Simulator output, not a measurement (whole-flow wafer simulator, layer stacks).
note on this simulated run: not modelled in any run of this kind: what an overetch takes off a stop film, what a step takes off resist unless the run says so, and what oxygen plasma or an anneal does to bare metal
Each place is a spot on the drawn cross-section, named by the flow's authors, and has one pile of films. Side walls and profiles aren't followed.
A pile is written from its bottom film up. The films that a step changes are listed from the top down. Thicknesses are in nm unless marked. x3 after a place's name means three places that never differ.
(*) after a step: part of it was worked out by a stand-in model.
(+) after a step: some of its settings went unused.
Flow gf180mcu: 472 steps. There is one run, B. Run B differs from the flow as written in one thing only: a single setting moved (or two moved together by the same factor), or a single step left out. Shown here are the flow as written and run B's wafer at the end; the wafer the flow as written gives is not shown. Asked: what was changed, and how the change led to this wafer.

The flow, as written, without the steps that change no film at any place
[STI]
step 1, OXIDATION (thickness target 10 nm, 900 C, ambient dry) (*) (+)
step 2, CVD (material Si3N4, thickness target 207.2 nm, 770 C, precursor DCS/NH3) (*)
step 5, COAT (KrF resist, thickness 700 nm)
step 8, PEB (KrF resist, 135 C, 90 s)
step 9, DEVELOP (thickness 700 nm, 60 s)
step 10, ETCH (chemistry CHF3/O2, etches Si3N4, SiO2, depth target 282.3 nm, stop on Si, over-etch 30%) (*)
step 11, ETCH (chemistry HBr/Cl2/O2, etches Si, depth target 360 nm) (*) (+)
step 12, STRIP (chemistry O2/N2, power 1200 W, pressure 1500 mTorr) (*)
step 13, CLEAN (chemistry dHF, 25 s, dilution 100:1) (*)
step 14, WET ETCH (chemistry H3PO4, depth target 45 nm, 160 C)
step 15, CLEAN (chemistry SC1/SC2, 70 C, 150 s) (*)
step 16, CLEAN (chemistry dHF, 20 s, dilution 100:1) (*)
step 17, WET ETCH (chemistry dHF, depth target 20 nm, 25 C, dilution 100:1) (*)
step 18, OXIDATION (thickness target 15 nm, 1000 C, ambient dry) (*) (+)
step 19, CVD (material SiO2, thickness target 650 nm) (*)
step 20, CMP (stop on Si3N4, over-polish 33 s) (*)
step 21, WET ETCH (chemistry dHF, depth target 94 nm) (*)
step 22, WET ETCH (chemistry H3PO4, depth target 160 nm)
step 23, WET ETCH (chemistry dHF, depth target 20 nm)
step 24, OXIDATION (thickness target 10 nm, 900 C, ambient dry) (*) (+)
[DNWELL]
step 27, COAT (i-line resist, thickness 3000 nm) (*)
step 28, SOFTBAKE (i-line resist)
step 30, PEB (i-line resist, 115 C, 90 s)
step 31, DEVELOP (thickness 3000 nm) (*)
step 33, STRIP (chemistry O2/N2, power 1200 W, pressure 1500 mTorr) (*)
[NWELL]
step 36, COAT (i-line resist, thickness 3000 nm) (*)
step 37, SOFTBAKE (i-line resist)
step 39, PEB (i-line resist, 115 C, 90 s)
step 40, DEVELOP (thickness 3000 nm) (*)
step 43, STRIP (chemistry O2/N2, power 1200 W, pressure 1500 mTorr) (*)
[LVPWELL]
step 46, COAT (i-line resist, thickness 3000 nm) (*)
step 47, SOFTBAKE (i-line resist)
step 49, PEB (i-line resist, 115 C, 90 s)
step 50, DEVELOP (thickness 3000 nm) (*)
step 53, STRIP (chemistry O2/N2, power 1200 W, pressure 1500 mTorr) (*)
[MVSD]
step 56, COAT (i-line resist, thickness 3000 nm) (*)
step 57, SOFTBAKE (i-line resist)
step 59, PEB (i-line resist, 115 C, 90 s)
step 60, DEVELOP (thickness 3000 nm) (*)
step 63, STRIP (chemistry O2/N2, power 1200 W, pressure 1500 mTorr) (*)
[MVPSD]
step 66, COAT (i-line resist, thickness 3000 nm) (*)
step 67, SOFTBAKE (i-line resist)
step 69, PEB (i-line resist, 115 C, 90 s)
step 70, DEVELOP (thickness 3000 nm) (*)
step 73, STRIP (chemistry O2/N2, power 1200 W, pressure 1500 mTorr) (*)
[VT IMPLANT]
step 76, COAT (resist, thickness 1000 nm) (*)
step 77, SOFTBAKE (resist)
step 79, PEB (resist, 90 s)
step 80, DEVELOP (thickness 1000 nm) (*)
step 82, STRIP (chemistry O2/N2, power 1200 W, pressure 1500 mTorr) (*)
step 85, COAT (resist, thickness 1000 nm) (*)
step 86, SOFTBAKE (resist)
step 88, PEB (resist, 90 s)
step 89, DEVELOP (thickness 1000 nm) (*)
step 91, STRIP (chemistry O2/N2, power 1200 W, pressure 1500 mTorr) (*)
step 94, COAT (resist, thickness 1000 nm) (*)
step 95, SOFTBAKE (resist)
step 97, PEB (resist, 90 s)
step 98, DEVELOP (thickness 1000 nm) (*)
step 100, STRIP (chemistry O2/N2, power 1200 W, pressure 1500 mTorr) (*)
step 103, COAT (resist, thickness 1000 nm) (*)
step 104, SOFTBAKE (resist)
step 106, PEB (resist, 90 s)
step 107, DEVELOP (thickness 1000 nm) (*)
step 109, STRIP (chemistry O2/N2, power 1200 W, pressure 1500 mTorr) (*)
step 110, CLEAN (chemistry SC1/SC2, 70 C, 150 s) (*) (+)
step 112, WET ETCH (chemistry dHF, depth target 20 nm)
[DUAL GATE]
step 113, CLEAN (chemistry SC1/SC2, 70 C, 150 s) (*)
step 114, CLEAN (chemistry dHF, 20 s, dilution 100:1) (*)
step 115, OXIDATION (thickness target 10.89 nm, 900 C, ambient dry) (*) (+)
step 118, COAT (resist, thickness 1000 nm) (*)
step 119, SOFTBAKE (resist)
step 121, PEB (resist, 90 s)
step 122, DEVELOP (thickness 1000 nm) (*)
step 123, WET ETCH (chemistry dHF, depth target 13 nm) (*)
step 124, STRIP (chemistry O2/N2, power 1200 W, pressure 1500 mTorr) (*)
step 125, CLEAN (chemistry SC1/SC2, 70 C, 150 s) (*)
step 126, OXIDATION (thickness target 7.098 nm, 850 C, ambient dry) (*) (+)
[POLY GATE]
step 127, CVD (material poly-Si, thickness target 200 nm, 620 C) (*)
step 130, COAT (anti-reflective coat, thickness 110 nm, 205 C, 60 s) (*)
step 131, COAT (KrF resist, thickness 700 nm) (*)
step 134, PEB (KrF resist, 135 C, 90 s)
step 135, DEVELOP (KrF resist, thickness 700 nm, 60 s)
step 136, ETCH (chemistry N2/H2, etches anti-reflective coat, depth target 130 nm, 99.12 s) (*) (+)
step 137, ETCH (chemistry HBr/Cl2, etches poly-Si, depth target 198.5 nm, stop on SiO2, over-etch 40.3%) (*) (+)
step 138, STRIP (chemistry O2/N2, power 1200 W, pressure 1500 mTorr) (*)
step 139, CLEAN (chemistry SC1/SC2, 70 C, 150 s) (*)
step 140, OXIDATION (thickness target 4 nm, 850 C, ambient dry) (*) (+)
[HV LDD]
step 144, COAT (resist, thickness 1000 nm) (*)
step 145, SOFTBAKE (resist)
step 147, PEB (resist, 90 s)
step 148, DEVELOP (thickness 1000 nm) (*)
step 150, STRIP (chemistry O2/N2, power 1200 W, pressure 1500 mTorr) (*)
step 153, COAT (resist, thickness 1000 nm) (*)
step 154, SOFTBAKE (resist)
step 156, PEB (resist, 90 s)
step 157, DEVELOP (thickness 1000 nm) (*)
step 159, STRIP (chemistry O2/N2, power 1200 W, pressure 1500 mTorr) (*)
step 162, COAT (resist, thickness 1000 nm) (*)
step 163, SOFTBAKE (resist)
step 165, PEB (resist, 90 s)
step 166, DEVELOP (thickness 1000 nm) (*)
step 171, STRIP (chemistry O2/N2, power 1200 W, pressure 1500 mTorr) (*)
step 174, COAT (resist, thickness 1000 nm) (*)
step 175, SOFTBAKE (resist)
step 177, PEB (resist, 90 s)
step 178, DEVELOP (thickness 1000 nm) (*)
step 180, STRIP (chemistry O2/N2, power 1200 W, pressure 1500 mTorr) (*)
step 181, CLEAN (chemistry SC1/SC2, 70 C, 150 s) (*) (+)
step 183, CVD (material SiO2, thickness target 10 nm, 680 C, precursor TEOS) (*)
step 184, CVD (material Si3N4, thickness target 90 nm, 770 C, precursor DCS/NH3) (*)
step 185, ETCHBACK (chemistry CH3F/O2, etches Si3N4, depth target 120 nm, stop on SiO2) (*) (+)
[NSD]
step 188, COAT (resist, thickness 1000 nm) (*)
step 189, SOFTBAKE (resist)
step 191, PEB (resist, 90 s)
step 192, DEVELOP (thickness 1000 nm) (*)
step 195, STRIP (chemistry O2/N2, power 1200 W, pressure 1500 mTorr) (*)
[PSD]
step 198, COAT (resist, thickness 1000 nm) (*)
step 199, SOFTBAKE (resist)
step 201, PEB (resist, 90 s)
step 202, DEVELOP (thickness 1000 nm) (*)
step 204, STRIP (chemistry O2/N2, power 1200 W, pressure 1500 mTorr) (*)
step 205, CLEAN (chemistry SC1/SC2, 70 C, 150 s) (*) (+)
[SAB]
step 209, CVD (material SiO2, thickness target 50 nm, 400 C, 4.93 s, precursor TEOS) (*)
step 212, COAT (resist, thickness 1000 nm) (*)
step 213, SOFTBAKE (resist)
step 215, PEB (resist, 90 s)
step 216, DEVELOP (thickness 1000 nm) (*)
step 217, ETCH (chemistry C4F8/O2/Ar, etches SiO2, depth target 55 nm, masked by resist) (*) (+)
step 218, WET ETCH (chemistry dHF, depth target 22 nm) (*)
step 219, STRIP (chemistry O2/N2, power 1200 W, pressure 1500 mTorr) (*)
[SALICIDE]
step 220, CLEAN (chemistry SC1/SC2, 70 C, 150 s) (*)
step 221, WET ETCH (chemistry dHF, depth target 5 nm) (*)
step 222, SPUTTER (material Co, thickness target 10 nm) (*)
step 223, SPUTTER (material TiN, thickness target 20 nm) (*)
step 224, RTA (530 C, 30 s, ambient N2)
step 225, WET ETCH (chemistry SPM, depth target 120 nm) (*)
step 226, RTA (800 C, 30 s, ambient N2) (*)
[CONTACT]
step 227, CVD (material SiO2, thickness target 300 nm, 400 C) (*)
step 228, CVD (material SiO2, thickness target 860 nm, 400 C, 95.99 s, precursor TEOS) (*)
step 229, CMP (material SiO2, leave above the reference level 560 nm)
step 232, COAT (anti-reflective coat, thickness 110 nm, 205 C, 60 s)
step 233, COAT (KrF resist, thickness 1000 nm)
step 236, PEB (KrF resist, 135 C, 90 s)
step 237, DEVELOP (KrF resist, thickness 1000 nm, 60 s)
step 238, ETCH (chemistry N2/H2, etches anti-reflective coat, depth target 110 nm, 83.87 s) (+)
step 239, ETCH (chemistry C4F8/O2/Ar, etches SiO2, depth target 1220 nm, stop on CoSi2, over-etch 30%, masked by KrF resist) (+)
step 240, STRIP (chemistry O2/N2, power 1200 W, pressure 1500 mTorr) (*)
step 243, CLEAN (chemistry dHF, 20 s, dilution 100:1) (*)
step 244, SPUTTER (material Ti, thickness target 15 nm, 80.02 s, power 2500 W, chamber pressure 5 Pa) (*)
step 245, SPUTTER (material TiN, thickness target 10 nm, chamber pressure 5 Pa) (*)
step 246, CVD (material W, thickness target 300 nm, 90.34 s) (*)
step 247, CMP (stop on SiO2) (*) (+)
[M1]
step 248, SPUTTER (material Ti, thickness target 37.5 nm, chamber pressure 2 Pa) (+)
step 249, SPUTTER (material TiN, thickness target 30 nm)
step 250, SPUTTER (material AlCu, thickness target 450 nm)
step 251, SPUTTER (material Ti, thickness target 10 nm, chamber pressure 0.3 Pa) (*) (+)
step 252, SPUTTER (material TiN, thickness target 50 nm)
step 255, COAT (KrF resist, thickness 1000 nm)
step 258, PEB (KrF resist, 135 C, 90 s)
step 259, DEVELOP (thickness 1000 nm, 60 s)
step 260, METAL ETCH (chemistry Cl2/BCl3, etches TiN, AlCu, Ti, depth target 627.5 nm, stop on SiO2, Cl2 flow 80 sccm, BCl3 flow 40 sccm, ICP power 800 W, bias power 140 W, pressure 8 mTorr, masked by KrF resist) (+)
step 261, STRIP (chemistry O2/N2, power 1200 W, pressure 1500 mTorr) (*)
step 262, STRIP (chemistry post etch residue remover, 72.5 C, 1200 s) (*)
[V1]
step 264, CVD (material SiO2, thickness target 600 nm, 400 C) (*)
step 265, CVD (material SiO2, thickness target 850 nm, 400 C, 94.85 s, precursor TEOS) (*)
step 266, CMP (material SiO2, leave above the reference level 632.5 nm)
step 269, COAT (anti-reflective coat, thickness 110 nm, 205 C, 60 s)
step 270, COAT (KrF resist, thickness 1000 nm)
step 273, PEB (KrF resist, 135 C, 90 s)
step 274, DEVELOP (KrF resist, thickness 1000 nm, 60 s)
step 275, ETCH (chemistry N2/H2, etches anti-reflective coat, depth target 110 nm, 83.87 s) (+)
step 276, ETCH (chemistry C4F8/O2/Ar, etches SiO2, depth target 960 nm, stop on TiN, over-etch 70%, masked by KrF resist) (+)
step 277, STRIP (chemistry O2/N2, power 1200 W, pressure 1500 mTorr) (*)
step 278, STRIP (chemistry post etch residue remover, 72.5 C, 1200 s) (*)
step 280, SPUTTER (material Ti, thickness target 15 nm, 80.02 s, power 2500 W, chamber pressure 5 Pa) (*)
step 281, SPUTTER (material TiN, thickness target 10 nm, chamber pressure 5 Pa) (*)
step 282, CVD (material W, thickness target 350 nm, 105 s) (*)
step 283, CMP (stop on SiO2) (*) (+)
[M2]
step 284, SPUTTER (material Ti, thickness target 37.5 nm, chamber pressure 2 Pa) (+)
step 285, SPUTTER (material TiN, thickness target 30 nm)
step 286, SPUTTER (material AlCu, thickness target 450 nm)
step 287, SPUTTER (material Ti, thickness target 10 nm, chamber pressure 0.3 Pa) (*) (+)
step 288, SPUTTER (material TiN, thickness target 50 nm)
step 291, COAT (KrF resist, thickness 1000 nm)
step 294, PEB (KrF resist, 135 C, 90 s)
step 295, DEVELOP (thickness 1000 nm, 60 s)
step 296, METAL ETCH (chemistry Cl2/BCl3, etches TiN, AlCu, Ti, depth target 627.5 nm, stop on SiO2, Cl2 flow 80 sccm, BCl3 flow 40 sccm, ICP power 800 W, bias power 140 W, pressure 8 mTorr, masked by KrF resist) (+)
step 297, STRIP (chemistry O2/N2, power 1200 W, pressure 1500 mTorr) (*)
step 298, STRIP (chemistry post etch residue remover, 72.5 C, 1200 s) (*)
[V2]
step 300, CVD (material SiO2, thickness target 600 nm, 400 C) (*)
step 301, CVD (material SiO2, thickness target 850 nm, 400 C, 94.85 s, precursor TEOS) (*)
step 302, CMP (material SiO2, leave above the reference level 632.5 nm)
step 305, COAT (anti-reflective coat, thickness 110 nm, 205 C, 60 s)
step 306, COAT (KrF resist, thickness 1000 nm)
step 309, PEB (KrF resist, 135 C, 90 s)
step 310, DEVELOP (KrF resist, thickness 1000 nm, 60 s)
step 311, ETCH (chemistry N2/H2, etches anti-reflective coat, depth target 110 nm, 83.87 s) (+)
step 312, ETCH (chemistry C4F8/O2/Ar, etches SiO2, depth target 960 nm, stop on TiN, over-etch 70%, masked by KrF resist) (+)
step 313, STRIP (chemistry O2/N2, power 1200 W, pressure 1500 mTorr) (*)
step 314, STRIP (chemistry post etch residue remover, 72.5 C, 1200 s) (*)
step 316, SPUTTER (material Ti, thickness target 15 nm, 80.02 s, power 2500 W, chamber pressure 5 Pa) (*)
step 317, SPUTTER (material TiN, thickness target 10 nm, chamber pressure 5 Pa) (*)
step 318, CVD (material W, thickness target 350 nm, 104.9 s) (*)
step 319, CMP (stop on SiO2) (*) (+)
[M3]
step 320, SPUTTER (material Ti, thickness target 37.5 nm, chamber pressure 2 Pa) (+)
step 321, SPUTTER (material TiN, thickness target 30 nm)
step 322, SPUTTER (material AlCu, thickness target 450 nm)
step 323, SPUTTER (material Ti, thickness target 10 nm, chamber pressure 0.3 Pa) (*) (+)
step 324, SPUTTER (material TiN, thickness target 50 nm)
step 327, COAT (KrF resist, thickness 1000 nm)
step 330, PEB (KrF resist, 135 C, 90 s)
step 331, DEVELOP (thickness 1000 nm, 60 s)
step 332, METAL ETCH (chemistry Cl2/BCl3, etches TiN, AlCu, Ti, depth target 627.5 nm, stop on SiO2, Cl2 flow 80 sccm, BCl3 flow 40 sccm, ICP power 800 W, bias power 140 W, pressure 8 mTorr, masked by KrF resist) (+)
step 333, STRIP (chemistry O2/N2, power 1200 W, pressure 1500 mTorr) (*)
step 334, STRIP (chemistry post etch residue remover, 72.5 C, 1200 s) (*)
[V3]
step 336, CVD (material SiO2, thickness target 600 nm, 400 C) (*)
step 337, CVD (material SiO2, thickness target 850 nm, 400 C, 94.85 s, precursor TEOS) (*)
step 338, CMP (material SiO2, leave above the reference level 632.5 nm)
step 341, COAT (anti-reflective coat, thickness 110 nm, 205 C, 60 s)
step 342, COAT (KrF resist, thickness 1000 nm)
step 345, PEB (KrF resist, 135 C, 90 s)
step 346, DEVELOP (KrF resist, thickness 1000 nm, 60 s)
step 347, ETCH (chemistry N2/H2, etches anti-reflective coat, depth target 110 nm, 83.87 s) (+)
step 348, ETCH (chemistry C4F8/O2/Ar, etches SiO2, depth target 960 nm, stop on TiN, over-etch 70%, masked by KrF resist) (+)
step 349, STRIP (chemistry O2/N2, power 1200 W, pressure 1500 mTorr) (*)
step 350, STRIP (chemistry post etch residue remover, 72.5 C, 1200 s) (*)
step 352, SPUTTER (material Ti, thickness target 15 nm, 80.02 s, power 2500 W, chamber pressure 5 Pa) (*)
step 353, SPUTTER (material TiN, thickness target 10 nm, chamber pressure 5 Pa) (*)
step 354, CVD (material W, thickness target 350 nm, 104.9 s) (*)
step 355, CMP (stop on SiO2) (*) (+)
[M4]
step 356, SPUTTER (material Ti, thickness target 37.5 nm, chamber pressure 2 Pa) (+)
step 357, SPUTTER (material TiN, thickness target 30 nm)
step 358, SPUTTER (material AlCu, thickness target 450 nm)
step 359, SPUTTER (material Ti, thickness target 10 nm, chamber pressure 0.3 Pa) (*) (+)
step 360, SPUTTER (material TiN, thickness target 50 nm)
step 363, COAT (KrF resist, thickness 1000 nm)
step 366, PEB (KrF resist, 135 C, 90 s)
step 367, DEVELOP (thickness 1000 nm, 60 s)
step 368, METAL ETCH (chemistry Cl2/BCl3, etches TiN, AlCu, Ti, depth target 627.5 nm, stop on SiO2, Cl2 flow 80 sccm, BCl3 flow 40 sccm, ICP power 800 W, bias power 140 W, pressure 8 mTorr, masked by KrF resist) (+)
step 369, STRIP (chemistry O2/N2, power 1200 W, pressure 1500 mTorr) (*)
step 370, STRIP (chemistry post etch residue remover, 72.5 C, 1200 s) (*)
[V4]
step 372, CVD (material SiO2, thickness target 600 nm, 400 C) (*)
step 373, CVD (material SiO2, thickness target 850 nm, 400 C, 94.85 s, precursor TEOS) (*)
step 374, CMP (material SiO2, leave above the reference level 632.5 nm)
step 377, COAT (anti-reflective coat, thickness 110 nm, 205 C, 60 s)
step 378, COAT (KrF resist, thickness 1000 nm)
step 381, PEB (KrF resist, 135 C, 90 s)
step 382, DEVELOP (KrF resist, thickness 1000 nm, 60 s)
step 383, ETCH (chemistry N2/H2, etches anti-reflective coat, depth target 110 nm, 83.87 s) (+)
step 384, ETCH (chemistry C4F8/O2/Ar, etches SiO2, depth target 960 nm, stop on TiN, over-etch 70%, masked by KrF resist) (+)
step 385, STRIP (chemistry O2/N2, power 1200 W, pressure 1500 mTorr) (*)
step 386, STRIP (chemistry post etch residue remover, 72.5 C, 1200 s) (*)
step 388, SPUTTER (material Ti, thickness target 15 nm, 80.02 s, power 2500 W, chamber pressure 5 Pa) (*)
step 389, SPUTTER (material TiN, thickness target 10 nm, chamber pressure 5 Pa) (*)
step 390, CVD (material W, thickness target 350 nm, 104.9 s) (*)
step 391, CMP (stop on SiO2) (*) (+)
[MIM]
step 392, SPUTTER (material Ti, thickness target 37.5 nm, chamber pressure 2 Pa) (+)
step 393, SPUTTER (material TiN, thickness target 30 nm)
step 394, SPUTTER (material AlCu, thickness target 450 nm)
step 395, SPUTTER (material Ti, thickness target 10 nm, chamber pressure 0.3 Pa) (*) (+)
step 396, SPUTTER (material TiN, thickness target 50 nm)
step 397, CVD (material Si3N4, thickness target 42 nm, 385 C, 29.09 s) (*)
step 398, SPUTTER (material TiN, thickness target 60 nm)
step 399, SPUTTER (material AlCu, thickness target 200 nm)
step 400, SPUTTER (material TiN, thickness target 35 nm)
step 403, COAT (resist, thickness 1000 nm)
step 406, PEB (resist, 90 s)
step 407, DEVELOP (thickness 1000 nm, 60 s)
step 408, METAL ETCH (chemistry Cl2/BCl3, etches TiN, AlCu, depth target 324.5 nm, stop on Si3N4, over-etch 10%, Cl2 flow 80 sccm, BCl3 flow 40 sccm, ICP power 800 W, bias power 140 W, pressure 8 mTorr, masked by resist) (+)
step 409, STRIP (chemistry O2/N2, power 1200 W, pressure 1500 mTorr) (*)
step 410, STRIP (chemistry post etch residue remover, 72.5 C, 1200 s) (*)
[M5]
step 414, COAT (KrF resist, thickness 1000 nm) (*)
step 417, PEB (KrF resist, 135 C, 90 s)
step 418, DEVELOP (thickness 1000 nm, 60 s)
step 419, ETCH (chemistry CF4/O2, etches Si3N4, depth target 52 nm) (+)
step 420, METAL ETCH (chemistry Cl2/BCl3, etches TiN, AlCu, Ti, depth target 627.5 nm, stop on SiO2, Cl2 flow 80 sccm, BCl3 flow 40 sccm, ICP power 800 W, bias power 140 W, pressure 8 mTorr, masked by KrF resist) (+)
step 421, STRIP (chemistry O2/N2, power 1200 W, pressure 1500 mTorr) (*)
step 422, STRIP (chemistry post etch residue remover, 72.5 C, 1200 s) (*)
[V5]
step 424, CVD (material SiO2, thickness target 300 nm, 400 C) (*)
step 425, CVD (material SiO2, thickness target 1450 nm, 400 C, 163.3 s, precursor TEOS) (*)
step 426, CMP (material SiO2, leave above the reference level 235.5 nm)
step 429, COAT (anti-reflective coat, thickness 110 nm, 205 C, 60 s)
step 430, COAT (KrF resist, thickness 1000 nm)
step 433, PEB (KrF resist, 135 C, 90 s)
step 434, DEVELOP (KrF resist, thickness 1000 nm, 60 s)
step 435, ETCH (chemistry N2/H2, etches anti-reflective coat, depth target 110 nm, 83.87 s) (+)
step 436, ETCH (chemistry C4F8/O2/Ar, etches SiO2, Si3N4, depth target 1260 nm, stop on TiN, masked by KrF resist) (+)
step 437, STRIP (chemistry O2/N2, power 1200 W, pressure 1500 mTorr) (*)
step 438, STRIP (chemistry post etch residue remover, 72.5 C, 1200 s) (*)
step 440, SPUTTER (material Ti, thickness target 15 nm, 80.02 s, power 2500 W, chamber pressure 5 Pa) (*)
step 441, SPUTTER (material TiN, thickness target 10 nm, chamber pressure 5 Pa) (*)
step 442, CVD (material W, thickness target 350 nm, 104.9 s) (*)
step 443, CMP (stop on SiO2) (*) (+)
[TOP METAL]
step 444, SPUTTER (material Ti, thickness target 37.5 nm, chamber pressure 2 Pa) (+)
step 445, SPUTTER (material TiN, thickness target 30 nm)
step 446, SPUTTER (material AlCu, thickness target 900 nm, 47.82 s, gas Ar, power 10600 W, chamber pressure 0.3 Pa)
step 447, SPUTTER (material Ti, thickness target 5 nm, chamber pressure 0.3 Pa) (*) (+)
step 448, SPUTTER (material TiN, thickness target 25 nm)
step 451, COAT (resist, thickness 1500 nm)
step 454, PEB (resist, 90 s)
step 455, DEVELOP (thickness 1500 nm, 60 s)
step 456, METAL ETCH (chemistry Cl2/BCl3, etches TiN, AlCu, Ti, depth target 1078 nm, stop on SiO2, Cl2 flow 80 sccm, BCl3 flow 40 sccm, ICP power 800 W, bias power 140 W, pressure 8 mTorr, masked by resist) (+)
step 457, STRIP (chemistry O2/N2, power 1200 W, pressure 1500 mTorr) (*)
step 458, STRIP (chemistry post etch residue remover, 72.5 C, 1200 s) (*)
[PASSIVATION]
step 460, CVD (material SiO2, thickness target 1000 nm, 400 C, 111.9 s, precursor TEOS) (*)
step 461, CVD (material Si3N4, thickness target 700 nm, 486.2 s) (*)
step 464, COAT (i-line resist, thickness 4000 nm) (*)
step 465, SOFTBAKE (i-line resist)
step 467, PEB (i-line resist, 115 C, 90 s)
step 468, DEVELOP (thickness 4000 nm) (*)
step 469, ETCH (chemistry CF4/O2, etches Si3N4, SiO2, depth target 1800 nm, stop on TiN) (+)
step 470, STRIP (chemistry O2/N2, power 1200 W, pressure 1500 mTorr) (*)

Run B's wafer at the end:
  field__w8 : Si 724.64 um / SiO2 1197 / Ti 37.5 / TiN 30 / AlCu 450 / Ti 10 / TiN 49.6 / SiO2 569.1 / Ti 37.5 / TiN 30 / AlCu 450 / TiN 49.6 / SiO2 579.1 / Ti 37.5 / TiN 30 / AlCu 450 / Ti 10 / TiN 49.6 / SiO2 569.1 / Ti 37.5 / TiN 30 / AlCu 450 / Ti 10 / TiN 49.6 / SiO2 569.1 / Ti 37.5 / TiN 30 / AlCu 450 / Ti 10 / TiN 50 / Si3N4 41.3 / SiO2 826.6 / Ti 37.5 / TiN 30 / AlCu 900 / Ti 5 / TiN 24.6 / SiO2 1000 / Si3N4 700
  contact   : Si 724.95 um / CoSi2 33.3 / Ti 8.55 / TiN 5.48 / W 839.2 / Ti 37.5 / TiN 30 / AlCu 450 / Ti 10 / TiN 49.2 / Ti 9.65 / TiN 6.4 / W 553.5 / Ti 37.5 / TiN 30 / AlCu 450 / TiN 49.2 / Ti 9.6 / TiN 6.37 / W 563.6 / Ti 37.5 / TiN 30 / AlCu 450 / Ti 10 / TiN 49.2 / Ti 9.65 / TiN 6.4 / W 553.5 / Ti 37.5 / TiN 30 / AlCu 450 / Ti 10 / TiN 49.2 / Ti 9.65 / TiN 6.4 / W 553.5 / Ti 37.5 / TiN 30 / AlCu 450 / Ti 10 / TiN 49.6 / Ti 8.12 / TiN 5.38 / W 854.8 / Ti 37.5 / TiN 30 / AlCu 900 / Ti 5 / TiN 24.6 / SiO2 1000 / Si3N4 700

The reason: step 287, SPUTTER: material Ti, thickness target 10 nm, chamber pressure 0.3 Pa (*) (+), was skipped.

How this came from the change, step by step:
  step 296, METAL ETCH (chemistry Cl2/BCl3, etches TiN, AlCu, Ti, depth target 627.5 nm, stop on SiO2, Cl2 flow 80 sccm, BCl3 flow 40 sccm, ICP power 800 W, bias power 140 W, pressure 8 mTorr, masked by KrF resist) (+)
      field, field__w1, field__w2 and 103 more: -50 TiN (all of it), -450 AlCu (all of it), -30 TiN (all of it), -37.5 Ti (all of it) (it would be, as written: -50 TiN (all of it), -10 Ti (all of it), -450 AlCu (all of it), -30 TiN (all of it), -37.5 Ti (all of it))
